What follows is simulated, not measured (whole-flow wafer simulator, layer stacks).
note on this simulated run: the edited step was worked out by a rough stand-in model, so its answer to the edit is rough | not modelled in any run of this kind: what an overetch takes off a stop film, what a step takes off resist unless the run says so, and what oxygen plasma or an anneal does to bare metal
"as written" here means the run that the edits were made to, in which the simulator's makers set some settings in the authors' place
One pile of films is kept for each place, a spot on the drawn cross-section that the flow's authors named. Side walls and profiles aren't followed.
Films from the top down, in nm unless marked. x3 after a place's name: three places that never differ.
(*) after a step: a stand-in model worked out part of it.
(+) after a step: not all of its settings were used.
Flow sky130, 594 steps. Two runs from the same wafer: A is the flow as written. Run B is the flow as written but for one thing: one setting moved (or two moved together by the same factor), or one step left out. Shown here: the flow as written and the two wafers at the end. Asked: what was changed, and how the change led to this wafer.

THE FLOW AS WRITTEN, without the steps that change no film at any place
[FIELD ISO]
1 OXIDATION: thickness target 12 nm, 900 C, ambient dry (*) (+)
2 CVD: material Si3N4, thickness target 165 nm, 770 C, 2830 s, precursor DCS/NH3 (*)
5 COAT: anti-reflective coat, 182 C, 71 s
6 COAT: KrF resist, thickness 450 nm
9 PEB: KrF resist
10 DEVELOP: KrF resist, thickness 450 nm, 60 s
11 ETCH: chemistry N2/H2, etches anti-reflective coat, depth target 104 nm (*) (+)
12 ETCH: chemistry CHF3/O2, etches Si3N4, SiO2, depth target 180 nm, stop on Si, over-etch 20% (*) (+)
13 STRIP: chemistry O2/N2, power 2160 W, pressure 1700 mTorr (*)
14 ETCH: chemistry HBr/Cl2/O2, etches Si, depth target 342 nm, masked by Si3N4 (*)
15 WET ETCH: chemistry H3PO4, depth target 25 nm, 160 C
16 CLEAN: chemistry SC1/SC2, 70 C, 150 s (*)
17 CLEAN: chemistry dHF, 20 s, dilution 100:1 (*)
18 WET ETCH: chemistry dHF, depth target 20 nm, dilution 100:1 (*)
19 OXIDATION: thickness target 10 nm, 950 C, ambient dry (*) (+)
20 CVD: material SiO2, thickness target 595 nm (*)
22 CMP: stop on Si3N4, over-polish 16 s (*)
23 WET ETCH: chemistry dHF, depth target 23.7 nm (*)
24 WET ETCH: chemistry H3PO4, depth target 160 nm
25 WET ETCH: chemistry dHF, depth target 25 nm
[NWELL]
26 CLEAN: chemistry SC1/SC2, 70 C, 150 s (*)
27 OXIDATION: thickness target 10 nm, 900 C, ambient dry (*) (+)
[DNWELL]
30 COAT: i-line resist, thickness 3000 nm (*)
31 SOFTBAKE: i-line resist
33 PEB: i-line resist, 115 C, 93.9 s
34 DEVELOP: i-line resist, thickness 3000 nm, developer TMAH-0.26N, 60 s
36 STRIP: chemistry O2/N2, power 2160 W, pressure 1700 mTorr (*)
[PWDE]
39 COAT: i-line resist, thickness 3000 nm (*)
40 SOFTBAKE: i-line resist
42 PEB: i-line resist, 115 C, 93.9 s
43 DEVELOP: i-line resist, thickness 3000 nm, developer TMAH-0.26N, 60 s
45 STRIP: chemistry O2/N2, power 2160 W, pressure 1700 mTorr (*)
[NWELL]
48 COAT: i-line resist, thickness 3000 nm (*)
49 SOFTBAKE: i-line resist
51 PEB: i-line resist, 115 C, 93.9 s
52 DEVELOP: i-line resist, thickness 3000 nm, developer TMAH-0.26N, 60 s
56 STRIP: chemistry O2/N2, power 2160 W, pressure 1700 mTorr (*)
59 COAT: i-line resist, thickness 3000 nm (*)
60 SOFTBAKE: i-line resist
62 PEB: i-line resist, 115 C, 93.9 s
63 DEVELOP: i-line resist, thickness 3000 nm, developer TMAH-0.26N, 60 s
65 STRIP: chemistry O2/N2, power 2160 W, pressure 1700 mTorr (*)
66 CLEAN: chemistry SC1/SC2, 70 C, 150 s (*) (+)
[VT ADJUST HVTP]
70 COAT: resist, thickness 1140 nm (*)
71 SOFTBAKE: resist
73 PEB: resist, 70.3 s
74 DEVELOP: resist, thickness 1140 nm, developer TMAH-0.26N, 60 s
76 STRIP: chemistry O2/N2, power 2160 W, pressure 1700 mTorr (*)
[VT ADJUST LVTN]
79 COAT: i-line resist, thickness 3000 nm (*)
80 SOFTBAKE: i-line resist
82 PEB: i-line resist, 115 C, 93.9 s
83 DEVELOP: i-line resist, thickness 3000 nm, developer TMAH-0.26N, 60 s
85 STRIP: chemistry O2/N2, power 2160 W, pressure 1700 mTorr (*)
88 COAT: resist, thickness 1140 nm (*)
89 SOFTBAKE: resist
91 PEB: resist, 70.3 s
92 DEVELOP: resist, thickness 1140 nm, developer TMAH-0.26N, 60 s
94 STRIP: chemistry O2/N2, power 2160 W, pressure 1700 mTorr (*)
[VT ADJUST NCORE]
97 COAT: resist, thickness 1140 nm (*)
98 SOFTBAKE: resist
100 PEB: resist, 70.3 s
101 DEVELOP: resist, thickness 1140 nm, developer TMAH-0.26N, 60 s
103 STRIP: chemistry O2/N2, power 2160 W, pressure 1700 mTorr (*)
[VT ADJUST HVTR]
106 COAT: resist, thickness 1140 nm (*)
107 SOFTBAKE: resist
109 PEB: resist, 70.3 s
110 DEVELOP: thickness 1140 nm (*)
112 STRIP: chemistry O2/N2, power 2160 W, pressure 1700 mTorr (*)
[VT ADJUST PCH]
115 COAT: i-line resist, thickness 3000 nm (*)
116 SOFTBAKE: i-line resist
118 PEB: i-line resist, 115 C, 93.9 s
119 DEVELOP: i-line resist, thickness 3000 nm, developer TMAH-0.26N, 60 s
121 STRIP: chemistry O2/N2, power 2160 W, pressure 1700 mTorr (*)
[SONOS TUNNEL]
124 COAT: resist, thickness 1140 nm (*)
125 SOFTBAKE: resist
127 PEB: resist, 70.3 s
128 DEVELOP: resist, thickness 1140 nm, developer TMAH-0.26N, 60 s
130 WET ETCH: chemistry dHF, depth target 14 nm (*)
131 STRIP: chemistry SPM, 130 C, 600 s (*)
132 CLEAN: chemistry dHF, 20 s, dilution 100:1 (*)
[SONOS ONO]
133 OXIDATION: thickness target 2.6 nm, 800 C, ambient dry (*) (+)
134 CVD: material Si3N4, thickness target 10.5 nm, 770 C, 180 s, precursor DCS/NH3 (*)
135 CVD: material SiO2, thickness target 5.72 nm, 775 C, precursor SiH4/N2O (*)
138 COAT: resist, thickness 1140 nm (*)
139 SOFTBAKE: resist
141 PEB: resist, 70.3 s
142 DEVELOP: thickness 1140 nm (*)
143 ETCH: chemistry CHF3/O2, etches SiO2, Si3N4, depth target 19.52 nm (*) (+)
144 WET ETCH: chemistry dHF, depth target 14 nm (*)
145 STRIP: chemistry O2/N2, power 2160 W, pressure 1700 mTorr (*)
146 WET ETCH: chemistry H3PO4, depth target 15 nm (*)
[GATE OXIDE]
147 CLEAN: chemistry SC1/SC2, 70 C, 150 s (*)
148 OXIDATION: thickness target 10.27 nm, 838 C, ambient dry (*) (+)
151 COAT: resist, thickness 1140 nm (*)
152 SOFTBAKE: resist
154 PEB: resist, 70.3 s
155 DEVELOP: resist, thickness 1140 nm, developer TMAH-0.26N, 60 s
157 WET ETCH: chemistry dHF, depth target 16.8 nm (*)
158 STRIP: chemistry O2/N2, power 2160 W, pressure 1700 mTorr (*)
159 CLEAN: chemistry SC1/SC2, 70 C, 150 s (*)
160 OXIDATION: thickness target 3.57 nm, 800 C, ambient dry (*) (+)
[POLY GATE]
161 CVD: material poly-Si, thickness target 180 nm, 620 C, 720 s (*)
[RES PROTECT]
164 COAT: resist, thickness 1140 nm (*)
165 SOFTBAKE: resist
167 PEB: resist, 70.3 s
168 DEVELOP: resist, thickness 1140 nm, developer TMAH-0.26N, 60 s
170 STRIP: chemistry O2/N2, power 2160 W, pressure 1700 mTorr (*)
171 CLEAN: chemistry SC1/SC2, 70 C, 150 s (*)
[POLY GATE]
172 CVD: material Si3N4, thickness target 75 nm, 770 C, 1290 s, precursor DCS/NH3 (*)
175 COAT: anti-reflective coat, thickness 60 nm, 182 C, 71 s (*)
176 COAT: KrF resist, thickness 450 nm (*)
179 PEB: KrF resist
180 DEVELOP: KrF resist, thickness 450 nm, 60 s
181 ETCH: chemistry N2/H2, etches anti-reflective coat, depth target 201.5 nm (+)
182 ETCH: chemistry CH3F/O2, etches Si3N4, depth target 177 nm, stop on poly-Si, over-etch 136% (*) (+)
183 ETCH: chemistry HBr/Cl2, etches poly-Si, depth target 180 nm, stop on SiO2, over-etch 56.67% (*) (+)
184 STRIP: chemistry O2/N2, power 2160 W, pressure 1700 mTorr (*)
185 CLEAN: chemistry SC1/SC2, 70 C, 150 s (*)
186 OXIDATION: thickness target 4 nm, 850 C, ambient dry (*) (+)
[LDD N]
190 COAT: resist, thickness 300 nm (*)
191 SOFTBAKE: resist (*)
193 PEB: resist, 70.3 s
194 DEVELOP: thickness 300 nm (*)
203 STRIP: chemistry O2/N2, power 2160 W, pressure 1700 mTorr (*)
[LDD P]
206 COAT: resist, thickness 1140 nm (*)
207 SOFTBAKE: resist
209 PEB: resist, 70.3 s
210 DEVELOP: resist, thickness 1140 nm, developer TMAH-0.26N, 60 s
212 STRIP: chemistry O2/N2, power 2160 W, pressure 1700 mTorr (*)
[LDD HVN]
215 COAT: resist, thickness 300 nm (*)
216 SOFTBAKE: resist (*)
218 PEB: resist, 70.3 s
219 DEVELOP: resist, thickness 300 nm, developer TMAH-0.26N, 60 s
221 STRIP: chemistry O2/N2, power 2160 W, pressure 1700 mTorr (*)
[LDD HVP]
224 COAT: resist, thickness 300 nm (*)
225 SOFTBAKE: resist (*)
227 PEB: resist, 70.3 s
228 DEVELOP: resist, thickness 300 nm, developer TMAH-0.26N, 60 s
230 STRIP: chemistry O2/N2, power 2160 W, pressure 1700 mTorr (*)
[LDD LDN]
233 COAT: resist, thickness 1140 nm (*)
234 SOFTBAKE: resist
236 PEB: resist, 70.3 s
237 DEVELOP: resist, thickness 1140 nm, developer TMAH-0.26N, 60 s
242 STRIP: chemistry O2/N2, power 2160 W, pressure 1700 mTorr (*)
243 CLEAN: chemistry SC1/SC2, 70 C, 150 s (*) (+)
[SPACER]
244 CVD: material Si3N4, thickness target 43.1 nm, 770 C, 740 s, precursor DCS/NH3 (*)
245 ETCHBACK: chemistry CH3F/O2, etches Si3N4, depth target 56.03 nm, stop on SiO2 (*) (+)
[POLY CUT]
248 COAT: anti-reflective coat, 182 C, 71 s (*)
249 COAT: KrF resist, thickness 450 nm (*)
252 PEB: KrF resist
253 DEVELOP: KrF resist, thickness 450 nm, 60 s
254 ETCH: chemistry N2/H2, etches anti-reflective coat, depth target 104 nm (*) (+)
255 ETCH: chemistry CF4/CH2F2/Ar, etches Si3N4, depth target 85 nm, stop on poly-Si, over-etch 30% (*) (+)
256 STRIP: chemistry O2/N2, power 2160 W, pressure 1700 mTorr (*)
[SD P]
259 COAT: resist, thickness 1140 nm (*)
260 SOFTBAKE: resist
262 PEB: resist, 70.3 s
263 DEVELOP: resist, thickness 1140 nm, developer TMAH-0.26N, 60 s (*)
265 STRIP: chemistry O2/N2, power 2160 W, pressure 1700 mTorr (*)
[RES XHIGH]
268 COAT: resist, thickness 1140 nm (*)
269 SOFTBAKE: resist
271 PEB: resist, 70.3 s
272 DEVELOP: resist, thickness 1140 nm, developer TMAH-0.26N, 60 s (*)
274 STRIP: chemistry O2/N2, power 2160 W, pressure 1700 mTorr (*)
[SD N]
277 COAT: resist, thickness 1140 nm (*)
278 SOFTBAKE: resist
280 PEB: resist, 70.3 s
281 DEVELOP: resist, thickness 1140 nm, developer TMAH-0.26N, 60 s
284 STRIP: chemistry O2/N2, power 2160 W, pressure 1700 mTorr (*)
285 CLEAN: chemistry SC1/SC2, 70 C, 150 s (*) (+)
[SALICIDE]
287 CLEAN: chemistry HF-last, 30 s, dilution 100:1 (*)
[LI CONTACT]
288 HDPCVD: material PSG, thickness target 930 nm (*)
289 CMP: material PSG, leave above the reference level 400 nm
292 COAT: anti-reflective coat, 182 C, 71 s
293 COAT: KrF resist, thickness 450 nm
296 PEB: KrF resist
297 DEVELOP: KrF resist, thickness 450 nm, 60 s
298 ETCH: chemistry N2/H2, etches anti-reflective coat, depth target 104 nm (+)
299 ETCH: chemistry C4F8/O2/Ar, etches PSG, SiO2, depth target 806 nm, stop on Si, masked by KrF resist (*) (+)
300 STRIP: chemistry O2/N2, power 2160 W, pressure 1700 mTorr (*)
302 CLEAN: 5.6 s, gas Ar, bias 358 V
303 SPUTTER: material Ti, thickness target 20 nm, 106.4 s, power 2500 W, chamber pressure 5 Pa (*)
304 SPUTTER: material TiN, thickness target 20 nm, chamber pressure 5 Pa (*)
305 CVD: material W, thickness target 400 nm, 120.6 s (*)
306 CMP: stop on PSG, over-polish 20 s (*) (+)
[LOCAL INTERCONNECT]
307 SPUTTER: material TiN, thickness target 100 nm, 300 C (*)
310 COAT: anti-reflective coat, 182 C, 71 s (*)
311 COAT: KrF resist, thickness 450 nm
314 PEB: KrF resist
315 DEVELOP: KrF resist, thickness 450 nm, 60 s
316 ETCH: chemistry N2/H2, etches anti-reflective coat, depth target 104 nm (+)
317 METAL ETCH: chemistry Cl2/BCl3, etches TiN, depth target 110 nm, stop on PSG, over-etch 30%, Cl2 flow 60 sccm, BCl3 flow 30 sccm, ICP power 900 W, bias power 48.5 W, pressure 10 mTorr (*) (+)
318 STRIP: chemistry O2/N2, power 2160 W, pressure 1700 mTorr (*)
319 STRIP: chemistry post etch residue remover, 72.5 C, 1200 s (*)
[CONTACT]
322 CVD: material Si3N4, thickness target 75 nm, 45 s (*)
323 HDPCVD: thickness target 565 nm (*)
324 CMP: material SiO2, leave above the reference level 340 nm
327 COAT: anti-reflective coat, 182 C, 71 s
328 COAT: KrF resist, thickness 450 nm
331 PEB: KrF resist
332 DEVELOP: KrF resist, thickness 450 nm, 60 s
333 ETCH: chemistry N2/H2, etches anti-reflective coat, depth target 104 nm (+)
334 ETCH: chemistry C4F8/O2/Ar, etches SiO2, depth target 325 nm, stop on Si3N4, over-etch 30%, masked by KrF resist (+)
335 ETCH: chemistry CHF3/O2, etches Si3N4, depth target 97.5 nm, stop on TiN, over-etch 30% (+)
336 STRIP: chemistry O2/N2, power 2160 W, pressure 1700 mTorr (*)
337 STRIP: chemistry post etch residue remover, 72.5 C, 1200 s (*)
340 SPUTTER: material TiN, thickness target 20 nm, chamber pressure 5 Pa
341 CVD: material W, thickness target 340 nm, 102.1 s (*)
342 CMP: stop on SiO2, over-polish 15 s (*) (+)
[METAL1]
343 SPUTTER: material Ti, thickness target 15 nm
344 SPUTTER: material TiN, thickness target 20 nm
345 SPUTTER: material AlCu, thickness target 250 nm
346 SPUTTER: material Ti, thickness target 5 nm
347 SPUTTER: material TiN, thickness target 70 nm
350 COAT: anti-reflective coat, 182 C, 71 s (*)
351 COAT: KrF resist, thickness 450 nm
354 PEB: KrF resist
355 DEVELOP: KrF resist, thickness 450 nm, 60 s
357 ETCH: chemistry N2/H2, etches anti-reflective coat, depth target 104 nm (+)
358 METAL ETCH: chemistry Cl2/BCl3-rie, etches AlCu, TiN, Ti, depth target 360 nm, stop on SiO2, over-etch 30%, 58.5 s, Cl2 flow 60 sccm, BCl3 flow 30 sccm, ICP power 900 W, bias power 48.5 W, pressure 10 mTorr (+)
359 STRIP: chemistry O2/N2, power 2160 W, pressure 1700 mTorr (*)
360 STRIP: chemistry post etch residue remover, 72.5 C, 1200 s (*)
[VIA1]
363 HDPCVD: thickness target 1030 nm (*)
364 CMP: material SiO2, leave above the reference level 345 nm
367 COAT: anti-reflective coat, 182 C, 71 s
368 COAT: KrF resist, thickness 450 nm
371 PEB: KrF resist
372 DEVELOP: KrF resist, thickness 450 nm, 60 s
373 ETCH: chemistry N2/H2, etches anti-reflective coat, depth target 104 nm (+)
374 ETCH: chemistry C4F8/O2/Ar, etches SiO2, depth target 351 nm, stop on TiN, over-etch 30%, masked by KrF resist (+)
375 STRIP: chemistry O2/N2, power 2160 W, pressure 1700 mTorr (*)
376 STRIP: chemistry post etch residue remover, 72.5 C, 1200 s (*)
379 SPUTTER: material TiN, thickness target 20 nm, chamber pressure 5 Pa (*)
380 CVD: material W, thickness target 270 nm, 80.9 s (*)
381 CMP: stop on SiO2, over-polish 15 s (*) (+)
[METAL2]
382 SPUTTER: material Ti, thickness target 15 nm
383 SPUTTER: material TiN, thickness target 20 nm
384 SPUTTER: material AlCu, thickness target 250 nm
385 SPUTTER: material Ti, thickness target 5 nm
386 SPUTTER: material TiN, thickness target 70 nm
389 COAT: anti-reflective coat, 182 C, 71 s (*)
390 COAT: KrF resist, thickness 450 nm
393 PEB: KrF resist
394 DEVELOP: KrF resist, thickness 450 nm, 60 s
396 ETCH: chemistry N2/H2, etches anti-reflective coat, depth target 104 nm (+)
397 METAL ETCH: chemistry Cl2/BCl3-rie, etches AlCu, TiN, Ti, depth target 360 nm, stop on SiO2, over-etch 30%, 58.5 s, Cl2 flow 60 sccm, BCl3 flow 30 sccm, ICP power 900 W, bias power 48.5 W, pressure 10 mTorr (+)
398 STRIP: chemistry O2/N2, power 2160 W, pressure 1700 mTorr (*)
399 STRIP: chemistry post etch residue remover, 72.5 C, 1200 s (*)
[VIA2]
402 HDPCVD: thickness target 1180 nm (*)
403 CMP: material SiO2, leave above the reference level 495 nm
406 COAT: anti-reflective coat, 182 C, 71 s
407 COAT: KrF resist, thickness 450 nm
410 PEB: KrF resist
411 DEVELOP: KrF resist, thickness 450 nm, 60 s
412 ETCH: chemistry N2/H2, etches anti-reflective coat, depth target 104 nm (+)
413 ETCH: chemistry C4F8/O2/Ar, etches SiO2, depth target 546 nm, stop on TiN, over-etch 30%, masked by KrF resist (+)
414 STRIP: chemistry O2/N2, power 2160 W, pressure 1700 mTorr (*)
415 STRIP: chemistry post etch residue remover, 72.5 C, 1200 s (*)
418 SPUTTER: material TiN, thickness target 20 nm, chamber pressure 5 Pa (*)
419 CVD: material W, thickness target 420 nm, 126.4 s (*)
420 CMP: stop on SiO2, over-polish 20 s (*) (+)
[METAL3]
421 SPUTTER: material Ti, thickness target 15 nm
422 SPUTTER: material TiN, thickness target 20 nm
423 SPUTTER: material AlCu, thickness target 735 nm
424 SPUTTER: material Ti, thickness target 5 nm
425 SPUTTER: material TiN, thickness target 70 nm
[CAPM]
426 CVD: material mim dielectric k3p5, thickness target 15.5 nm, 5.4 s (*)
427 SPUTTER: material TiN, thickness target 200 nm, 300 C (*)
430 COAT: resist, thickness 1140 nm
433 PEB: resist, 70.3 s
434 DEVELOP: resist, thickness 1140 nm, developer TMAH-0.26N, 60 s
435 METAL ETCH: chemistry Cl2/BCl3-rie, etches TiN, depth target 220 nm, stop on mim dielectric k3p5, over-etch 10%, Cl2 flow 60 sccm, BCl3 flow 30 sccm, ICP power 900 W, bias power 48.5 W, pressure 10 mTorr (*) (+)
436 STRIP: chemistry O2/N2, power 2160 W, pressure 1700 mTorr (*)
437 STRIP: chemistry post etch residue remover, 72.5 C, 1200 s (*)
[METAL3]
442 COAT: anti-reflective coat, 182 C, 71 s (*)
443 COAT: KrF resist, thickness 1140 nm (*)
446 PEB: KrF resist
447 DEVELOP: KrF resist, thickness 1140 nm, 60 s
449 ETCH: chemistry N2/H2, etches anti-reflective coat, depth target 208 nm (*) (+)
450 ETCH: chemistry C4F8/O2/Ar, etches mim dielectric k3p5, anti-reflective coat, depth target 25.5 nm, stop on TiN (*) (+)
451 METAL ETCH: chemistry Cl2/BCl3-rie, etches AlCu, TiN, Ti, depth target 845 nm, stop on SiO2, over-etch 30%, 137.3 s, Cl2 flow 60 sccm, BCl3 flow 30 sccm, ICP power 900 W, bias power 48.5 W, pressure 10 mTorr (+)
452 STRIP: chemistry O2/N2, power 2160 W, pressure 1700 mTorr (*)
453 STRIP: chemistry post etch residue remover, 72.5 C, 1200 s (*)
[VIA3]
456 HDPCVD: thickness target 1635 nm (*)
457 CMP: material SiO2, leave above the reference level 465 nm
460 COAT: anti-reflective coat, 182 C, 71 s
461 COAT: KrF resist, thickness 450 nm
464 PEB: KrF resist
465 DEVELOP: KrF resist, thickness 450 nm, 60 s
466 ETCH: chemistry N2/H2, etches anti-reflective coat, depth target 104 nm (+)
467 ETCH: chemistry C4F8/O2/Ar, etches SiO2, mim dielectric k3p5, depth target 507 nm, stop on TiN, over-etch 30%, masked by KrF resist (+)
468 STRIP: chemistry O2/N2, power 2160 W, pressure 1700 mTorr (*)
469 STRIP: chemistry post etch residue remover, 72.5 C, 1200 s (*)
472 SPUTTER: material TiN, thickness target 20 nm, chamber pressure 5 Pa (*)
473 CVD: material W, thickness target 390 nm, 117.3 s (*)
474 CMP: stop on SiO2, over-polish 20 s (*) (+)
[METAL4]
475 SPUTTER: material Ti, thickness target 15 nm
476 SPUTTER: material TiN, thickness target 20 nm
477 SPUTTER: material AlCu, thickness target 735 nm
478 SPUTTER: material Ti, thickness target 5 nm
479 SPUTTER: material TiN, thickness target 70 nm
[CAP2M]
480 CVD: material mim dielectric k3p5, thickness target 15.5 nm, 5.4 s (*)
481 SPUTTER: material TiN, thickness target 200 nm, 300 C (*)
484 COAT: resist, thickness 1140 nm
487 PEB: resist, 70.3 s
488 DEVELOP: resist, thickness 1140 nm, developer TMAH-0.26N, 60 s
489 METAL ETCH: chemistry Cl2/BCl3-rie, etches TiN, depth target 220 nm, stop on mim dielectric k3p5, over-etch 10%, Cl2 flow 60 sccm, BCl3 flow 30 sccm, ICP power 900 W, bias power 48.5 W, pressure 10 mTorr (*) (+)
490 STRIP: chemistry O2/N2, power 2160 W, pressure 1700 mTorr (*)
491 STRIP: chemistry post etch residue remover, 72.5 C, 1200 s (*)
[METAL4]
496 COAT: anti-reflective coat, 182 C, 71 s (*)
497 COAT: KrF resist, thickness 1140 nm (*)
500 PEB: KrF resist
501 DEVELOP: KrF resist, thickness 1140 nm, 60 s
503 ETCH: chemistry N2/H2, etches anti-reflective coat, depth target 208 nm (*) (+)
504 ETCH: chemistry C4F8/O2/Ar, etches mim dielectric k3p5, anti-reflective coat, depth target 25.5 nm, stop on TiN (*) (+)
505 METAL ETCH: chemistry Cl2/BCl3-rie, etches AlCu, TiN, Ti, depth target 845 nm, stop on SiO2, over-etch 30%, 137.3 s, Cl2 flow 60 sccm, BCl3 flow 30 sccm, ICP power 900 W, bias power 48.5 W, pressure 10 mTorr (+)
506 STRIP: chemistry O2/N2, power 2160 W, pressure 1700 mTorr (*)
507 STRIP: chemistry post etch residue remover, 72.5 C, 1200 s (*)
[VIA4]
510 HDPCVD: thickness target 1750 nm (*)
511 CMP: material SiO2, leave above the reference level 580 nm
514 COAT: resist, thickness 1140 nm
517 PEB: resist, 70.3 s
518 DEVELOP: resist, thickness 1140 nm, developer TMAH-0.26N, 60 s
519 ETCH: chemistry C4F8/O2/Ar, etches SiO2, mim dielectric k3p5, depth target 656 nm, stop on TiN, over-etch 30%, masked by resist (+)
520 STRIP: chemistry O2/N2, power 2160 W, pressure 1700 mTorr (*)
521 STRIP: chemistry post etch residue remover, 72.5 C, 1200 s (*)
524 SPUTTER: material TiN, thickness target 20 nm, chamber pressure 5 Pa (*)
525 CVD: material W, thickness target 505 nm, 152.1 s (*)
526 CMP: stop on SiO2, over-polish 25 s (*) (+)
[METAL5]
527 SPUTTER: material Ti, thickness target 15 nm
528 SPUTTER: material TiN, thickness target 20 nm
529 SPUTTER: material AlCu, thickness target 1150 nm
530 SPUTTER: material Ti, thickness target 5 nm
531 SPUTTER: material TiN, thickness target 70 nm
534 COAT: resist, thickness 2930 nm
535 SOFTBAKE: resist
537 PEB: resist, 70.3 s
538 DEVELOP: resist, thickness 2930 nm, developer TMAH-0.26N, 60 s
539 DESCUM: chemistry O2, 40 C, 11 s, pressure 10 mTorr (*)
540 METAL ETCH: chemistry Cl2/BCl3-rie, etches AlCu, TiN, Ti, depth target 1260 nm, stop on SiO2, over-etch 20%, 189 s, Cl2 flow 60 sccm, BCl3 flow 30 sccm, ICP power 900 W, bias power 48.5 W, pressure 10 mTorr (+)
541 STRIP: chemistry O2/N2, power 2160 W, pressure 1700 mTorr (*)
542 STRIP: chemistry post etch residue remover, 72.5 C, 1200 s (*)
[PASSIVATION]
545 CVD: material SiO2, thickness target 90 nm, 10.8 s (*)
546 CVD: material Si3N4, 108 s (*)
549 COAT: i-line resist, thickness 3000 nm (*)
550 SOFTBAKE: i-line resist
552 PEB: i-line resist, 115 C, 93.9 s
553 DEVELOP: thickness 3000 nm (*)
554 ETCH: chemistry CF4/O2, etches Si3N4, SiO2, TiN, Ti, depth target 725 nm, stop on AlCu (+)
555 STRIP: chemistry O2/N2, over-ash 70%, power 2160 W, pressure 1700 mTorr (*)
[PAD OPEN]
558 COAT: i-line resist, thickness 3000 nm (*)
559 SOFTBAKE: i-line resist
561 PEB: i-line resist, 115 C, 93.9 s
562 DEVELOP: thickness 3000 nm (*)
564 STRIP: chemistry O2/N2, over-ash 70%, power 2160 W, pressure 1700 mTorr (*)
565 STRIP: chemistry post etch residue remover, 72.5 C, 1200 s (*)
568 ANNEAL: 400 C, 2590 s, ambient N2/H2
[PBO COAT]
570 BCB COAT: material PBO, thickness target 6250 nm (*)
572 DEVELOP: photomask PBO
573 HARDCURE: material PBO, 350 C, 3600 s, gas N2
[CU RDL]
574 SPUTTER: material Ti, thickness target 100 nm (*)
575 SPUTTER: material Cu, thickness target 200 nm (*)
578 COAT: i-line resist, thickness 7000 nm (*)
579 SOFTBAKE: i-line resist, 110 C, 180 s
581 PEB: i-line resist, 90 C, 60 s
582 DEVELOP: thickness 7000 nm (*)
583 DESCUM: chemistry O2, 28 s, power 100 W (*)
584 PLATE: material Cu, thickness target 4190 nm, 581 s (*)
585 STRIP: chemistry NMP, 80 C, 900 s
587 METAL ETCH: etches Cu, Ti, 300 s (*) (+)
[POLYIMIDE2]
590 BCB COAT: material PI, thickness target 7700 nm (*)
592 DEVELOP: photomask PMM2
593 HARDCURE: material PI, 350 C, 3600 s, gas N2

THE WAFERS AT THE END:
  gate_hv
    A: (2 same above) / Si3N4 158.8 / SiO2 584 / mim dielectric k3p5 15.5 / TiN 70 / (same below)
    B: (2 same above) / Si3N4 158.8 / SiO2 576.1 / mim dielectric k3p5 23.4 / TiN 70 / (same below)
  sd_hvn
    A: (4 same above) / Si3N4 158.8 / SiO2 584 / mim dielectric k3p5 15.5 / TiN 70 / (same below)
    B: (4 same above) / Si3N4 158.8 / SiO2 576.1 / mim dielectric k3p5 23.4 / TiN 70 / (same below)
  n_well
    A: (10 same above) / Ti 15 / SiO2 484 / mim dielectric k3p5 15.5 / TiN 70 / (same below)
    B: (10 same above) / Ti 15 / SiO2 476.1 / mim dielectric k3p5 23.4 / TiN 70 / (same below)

The cause: step 480, CVD: thickness target 23.4 nm was run, where the flow has thickness target 15.5 nm; step 480, CVD: 8.15 s was run, where the flow has 5.4 s.
It can be read off the wafer: gate_hv has mim dielectric k3p5 23.4, and step 480 as written asks for 15.5 nm.

How the change led to this, step by step:
  480 CVD: material mim dielectric k3p5, thickness target 15.5 nm, 5.4 s (*)
      field, active, n_well and 189 more: A mim dielectric k3p5 +15.5 (new film) | B mim dielectric k3p5 +23.4 (new film)
  504 ETCH: chemistry C4F8/O2/Ar, etches mim dielectric k3p5, anti-reflective coat, depth target 25.5 nm, stop on TiN (*) (+)
      n_well, p_well, gate_hv and 102 more: A KrF resist -15.5 | B KrF resist -17
      field, active, gate and 85 more: A mim dielectric k3p5 -15.5 (all of it) | B mim dielectric k3p5 -23.4 (all of it)
  519 ETCH: chemistry C4F8/O2/Ar, etches SiO2, mim dielectric k3p5, depth target 656 nm, stop on TiN, over-etch 30%, masked by resist (+)
      m1: A SiO2 -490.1 (all of it), mim dielectric k3p5 -15.5 (all of it) | B SiO2 -482.2 (all of it), mim dielectric k3p5 -23.4 (all of it)
      via4_hole: A SiO2 -489.5 (all of it), mim dielectric k3p5 -15.5 (all of it) | B SiO2 -481.6 (all of it), mim dielectric k3p5 -23.4 (all of it)
